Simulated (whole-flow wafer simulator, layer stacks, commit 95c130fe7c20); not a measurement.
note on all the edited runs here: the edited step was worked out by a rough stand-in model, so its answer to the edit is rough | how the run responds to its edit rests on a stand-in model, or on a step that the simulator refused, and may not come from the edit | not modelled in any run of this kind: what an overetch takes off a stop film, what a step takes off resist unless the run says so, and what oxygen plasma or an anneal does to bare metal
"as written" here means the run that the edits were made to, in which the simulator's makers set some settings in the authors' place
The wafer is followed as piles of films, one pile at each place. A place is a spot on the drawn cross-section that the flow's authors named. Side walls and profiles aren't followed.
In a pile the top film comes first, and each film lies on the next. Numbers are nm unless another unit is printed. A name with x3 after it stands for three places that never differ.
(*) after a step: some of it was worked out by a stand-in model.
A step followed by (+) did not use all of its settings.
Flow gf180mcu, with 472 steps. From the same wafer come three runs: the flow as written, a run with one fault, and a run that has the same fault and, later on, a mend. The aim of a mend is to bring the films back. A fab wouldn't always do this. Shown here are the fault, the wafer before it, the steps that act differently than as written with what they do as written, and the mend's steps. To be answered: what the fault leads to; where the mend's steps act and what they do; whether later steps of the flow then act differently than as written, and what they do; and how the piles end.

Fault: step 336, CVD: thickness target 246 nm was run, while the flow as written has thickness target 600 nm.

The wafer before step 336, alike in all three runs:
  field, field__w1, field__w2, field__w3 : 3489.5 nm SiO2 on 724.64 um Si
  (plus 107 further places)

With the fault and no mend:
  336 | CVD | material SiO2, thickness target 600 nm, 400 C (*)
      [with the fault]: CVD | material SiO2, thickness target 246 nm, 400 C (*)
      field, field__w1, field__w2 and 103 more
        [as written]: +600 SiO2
        [with the fault]: +246 SiO2
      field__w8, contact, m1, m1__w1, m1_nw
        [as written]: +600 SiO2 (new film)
        [with the fault]: +246 SiO2 (new film)
  Later steps of the flow acting differently than as written (not shown: 9 more steps that differ only slightly, by at most 2% or 0.5 nm, whichever is larger):
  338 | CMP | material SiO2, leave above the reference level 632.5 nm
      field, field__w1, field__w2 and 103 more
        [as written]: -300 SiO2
        [with the fault]: nothing
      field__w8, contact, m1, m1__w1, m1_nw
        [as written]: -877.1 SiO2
        [with the fault]: -523.1 SiO2
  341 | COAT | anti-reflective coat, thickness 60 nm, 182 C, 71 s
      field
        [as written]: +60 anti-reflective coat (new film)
        [with the fault]: +81.5 anti-reflective coat (new film)
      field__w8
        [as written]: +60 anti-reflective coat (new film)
        [with the fault]: +30.5 anti-reflective coat (new film)
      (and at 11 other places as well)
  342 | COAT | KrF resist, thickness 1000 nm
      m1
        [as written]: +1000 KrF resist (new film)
        [with the fault]: +979.8 KrF resist (new film)
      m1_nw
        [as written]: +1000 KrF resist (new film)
        [with the fault]: +977.8 KrF resist (new film)
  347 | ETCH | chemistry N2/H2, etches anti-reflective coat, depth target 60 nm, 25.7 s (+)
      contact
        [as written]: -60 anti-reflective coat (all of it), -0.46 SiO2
        [with the fault]: -32.9 anti-reflective coat (all of it), -1.16 SiO2
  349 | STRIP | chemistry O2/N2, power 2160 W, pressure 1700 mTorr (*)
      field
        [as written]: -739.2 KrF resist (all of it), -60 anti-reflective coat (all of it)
        [with the fault]: -728.8 KrF resist (all of it), -81.5 anti-reflective coat (all of it)
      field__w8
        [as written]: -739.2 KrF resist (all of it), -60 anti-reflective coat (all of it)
        [with the fault]: -733.6 KrF resist (all of it), -30.5 anti-reflective coat (all of it)
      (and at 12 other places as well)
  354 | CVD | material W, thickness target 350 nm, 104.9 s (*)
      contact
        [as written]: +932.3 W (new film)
        [with the fault]: +877.8 W (new film)
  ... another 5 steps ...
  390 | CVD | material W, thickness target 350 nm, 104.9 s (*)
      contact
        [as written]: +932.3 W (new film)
        [with the fault]: +984.5 W (new film)
  The piles end different from the flow's at contact by more than 2% or 0.5 nm, whichever is larger.
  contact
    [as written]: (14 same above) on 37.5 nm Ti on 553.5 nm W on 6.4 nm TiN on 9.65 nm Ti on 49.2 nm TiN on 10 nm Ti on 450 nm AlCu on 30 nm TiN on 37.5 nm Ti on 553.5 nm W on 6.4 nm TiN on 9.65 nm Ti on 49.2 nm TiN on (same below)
    [with the fault]: (14 same above) on 37.5 nm Ti on 605.7 nm W on 6.46 nm TiN on 9.36 nm Ti on 49.2 nm TiN on 10 nm Ti on 450 nm AlCu on 30 nm TiN on 37.5 nm Ti on 499 nm W on 6.61 nm TiN on 9.96 nm Ti on 49.2 nm TiN on (same below)

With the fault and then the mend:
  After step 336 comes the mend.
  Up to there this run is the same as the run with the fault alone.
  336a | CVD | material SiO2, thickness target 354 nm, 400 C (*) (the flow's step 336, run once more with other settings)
      field, field__w1, field__w2 and 108 more
        +354 SiO2
  Later steps of the flow that are run all act as written at every place that is followed.
  The piles end the same as the flow's at every place that both follow.
